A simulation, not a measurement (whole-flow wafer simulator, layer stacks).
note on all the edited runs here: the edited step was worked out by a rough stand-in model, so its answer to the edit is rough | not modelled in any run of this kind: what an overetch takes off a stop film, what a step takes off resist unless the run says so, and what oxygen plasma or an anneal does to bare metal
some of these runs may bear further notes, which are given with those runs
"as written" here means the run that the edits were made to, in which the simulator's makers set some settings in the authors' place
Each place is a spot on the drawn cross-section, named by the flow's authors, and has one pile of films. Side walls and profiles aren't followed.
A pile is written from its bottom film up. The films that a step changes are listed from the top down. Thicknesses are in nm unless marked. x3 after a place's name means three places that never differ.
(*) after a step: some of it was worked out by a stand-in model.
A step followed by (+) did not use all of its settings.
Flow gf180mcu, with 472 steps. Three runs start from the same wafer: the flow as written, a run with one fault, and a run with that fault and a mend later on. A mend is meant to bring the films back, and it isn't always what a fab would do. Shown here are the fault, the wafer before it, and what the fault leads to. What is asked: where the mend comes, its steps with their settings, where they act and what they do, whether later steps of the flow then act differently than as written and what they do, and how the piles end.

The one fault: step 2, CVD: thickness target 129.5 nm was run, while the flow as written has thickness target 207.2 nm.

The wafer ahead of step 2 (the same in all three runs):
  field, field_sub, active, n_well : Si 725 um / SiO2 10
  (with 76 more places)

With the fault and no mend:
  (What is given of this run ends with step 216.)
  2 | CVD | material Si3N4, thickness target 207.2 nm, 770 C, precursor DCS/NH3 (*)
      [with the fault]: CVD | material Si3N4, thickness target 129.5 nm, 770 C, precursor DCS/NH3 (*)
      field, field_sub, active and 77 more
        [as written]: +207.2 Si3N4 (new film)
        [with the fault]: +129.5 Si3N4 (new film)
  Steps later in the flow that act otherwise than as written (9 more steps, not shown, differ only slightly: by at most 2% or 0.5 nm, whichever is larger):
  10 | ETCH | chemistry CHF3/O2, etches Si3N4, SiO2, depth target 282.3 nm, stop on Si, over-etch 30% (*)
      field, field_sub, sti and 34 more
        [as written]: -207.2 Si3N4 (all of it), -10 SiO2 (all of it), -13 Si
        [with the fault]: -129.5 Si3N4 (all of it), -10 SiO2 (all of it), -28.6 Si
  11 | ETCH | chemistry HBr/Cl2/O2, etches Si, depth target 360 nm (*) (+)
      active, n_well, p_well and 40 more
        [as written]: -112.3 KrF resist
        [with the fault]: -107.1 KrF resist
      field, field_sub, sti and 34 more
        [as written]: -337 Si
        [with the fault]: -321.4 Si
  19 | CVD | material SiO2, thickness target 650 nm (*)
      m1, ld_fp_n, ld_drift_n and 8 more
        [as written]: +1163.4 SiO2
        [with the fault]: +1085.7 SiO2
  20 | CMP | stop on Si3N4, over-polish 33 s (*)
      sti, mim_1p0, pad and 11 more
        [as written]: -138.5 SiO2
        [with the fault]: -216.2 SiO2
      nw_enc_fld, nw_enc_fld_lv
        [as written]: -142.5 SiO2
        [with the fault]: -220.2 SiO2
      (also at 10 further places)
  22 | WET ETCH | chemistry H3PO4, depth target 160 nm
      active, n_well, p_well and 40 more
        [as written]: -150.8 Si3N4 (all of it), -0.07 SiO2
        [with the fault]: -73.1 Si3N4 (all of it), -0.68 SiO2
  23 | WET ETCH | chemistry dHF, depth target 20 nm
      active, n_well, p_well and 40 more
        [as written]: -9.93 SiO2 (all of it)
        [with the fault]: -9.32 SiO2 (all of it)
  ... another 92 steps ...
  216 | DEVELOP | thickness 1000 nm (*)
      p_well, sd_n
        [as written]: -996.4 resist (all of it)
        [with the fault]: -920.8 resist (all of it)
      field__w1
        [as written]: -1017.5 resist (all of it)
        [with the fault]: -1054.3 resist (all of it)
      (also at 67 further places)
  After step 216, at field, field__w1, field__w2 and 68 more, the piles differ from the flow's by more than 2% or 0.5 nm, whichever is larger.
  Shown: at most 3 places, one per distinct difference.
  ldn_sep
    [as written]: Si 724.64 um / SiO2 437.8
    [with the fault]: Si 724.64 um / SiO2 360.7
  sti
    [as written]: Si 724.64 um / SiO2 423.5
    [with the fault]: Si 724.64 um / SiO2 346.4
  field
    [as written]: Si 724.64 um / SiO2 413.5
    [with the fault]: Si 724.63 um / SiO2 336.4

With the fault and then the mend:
  The mend follows step 2.
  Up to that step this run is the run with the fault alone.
  2a | CVD | material Si3N4, thickness target 77.69 nm, 770 C, precursor DCS/NH3 (*) (the flow's step 2, run once more with other settings)
      field, field_sub, active and 77 more
        +77.7 Si3N4
  Later steps of the flow that are run all act as written at every place that is followed.
  The piles end the same as the flow's at every place that both follow.
